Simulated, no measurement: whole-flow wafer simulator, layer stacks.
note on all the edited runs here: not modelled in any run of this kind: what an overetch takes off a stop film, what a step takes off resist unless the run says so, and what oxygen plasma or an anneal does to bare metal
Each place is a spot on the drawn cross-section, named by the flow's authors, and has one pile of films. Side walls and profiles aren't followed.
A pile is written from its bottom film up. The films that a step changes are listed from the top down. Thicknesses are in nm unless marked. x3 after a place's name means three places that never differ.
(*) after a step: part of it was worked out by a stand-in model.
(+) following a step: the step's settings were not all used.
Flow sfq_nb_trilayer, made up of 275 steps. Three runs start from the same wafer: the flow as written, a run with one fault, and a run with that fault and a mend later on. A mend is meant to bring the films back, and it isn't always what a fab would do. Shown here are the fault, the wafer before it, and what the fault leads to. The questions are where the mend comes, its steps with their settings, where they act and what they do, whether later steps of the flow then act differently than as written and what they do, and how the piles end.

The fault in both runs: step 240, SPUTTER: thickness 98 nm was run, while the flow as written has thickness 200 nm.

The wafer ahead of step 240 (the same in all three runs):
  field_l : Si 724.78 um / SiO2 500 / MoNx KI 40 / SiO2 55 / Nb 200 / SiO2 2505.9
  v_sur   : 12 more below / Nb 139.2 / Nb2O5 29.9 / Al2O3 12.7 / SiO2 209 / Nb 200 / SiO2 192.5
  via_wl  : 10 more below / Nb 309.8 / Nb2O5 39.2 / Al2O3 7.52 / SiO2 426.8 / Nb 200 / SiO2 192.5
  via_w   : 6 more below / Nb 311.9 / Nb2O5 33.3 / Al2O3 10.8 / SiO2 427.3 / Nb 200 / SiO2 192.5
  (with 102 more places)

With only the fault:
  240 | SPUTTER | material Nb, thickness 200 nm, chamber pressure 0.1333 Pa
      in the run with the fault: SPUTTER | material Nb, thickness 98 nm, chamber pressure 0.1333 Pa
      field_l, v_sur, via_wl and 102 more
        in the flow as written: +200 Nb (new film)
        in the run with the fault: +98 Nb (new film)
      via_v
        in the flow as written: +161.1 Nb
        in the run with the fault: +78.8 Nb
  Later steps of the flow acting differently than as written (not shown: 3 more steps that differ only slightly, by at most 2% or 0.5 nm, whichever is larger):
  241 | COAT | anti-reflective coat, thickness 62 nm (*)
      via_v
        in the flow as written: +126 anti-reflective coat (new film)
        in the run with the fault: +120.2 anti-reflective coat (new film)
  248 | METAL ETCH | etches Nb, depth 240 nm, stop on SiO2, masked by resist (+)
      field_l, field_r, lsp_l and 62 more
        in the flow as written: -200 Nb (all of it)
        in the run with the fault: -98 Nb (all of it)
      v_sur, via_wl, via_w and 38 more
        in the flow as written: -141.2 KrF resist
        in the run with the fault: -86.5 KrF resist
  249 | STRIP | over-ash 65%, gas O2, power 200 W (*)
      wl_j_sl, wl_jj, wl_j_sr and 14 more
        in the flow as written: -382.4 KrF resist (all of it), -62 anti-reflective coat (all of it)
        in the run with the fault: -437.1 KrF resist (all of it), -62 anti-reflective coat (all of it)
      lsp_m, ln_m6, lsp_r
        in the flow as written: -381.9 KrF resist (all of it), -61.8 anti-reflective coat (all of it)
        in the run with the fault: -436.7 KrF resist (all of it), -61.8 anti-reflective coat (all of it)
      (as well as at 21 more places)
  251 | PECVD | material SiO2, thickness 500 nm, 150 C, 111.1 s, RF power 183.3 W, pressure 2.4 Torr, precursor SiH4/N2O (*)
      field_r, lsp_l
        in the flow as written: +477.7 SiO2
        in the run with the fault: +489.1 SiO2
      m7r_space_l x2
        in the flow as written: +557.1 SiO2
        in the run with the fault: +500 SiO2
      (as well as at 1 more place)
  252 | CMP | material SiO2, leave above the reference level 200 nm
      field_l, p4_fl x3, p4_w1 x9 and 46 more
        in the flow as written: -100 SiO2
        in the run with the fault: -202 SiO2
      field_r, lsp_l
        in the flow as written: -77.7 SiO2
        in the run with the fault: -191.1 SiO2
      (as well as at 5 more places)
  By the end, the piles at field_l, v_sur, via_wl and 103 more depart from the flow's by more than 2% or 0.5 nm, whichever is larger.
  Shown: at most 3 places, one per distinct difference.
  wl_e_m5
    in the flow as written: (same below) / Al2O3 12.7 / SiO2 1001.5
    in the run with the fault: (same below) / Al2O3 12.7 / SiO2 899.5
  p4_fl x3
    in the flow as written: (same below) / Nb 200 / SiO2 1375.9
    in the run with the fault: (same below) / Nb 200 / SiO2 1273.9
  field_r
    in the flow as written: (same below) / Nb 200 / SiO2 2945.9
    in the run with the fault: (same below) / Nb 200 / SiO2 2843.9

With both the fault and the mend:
  After step 246 comes the mend.
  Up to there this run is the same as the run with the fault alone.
  246a | STRIP | over-ash 65%, gas O2, power 200 W (*)
      p4_fl x3, p4_w1 x9, p4_g1 x2 and 46 more
        -62 anti-reflective coat (all of it)
      wl_j_sl, wl_jj, wl_j_sr and 14 more
        -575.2 KrF resist (all of it), -62 anti-reflective coat (all of it)
      field_r, lsp_l, l0_sur, l0v
        -61.8 anti-reflective coat (all of it)
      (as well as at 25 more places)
  246b | SPUTTER | material Nb, thickness 102 nm, chamber pressure 0.1333 Pa (a further turn of the flow's step 240, with different settings)
      field_l, v_sur, via_wl and 102 more
        +102 Nb
      via_v
        +79.8 Nb
  246c | COAT | anti-reflective coat, thickness 62 nm (*) (a further turn of the flow's step 241)
      p4_fl x3, p4_w1 x9, p4_g1 x2 and 63 more
        +62 anti-reflective coat (new film)
      moat, field_r, lsp_l and 6 more
        +61.8 anti-reflective coat (new film)
      be_r, r_sur, res, r_end
        +61.7 anti-reflective coat (new film)
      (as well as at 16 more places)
  246d | COAT | KrF resist, thickness 600 nm (*) (a further turn of the flow's step 242)
      p4_fl x3, p4_w1 x9, p4_g1 x2 and 63 more
        +600 KrF resist (new film)
      field_r, lsp_l, ln_m5, lsp_m, l0v
        +599.5 KrF resist (new film)
      ln_m6, lsp_r, l0_sur
        +599.6 KrF resist (new film)
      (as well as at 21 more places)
  246e | SOFTBAKE | KrF resist (a further turn of the flow's step 243)
      does not change any film at any place that is followed
  246f | EXPOSE | photomask M7, dose 12.21 mJ/cm2, NA 0.6, wavelength 248 nm (*) (a further turn of the flow's step 244)
      does not change any film at any place that is followed
  246g | PEB | KrF resist, 90 s (a further turn of the flow's step 245)
      field_l, v_sur, via_wl and 97 more
        -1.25 KrF resist
      via_w, via_wr, wire, be
        -1.24 KrF resist
      via_sp
        -1.23 KrF resist
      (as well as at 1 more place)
  246h | DEVELOP | KrF resist, thickness 600 nm, 60 s (a further turn of the flow's step 246)
      p4_fl x3, p4_w1 x9, p4_g1 x2 and 46 more
        -598.7 KrF resist (all of it)
      v_sur, via_wl, via_w and 38 more
        -23.5 KrF resist
      field_r, lsp_l
        -598.2 KrF resist (all of it)
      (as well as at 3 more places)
  None of the later steps of the flow differs from how it acts as written, at any place that is followed, by more than 2% or 0.5 nm, whichever is larger.
  The piles end only slightly different from the flow's at the places that both follow, by no more than 2% or 0.5 nm, whichever is larger.
